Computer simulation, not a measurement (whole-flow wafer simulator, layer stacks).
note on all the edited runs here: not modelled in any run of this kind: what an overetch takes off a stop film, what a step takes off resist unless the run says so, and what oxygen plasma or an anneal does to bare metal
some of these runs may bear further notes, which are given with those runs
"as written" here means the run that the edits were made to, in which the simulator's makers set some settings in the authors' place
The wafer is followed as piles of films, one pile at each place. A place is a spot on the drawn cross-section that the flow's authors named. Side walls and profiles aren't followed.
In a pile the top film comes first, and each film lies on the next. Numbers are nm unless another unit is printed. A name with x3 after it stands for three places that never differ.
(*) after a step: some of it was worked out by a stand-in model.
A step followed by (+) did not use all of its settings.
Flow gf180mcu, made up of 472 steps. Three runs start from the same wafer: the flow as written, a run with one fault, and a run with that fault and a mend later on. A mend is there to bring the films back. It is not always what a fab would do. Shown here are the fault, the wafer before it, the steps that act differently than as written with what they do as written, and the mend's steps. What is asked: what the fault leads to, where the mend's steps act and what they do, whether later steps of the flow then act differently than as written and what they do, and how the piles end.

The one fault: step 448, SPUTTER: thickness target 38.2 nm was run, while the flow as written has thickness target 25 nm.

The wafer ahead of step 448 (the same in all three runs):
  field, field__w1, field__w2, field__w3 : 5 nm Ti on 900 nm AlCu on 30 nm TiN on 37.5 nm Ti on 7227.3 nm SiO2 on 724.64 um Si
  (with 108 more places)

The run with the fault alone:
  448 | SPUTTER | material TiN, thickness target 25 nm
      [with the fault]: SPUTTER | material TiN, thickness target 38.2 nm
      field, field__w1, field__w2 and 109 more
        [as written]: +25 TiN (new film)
        [with the fault]: +38.2 TiN (new film)
  Steps later in the flow that act otherwise than as written (4 other steps are not shown; they differ only slightly, by no more than 2% or 0.5 nm, whichever is larger):
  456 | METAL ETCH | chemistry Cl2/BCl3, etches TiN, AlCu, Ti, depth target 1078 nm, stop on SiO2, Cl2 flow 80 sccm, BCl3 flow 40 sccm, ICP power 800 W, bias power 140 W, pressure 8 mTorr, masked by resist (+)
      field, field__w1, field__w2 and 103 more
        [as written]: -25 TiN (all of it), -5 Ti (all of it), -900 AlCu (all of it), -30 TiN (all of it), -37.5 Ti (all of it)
        [with the fault]: -38.2 TiN (all of it), -5 Ti (all of it), -900 AlCu (all of it), -30 TiN (all of it), -37.5 Ti (all of it)
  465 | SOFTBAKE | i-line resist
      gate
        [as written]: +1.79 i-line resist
        [with the fault]: -0.27 i-line resist
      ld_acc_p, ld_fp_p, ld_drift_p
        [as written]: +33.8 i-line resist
        [with the fault]: +27.4 i-line resist
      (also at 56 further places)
  By the end, the piles at field__w8, contact, m1, m1__w1, pad, m1_nw depart from the flow's by more than 2% or 0.5 nm, whichever is larger.
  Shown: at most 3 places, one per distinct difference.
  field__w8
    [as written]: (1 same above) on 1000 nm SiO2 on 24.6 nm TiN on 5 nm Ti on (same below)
    [with the fault]: (1 same above) on 1000 nm SiO2 on 37.8 nm TiN on 5 nm Ti on (same below)
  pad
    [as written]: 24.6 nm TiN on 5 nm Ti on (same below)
    [with the fault]: 37.8 nm TiN on 5 nm Ti on (same below)

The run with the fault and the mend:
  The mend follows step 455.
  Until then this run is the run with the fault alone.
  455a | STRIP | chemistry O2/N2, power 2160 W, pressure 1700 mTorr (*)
      field__w8, contact, m1, m1__w1, pad, m1_nw
        -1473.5 resist (all of it)
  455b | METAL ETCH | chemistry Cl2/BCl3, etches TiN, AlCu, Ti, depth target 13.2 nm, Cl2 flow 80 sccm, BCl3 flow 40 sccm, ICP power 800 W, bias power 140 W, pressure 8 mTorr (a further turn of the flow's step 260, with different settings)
      field, field__w1, field__w2 and 109 more
        -13.2 TiN
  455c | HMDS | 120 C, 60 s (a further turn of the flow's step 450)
      does not change any film at any place that is followed
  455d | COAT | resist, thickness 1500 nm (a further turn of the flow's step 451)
      field, field__w1, field__w2 and 109 more
        +1500 resist (new film)
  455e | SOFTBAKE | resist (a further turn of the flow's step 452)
      does not change any film at any place that is followed
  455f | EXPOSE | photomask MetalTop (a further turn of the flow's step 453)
      does not change any film at any place that is followed
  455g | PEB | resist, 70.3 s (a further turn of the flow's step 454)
      field, field__w1, field__w2 and 109 more
        -26.5 resist
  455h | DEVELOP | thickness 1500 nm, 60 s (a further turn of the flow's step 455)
      field, field__w1, field__w2 and 103 more
        -1473.5 resist (all of it)
  None of the later steps of the flow acts differently than as written at any place that is followed.
  The piles end the same as the flow's at every place that both follow.
